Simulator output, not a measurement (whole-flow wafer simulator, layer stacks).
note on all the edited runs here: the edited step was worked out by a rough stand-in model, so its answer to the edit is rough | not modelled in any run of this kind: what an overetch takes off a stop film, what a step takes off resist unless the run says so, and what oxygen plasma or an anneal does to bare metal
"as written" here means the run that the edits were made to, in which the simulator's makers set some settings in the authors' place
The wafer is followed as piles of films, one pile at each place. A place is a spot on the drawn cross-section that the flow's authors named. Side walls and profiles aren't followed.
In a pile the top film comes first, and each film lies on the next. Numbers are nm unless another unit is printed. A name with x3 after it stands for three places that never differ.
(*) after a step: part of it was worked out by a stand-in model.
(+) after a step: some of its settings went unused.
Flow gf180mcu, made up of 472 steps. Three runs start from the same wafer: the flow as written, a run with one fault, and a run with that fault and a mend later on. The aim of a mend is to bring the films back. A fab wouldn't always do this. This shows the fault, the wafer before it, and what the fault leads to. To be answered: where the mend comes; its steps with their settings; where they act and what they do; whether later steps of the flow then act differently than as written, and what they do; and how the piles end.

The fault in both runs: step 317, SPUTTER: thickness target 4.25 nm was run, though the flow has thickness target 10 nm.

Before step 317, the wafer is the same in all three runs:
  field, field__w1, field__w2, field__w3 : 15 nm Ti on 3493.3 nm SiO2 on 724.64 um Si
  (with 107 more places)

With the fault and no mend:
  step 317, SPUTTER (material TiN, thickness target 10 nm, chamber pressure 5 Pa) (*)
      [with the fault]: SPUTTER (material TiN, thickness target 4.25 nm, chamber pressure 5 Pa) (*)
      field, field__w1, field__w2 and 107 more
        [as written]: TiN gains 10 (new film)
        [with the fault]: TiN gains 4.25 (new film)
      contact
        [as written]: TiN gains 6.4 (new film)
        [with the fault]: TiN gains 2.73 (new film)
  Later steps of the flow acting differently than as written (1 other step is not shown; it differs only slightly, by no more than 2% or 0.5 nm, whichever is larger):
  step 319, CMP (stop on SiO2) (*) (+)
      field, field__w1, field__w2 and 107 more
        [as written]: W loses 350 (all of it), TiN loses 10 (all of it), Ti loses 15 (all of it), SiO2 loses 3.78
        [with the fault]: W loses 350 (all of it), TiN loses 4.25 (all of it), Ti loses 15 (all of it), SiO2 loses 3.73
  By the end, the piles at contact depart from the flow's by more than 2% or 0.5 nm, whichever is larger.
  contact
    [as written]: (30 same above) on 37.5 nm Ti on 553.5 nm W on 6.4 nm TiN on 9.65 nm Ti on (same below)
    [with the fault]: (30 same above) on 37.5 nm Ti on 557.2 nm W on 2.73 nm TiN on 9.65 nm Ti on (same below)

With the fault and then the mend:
  The mend follows step 317.
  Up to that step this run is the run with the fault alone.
  step 317a, SPUTTER (material TiN, thickness target 5.75 nm, chamber pressure 5 Pa) (*) (a further turn of the flow's step 317, with different settings)
      field, field__w1, field__w2 and 107 more
        TiN gains 5.75
      contact
        TiN gains 3.68
  Later steps of the flow that are run all act as written at every place that is followed.
  At every place that both follow, the piles at the end match the flow's.
